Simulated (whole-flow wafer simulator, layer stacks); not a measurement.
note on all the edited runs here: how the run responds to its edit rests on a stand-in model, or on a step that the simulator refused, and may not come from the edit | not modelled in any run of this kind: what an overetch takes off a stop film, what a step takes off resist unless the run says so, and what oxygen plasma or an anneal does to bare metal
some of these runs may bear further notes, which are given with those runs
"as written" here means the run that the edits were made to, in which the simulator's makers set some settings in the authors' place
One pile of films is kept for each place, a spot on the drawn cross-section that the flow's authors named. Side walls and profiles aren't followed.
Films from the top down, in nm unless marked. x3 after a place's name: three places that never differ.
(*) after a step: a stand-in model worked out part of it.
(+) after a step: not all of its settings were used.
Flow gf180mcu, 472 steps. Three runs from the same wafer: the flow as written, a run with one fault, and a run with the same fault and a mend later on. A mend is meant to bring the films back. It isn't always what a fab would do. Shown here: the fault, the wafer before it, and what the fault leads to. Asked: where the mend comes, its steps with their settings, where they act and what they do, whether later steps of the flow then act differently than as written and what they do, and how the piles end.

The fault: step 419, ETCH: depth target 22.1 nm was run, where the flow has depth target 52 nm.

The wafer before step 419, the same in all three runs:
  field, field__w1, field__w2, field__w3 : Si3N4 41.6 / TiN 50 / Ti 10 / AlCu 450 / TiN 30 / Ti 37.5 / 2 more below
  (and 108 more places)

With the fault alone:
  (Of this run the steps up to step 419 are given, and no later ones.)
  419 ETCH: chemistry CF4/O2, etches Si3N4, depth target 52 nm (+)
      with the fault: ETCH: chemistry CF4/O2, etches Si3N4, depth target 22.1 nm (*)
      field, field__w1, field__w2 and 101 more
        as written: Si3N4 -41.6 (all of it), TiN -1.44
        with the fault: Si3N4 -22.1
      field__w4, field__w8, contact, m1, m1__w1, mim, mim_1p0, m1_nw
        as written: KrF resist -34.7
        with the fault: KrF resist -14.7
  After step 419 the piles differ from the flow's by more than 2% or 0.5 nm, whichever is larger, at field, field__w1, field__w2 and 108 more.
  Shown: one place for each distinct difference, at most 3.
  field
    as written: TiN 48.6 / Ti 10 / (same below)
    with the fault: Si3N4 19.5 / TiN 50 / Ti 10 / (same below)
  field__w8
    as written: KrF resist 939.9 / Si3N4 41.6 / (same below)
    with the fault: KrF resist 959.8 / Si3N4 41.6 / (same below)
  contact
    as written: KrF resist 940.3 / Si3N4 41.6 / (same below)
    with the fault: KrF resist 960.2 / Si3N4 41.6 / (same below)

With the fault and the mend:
  The mend comes after step 419.
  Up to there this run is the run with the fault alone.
  419a ETCH: chemistry CF4/O2, etches Si3N4, depth target 29.9 nm (*) (+) (the flow's step 419 once more, with other settings)
      field, field__w1, field__w2 and 101 more
        Si3N4 -19.5 (all of it), TiN -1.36
      field__w4, field__w8, contact, m1, m1__w1, mim, mim_1p0, m1_nw
        KrF resist -19.5
  No later step of the flow acts differently than as written, at any place that is followed, by more than 2% or 0.5 nm, whichever is larger.
  At the end the piles are the same as the flow's at every place that both follow.
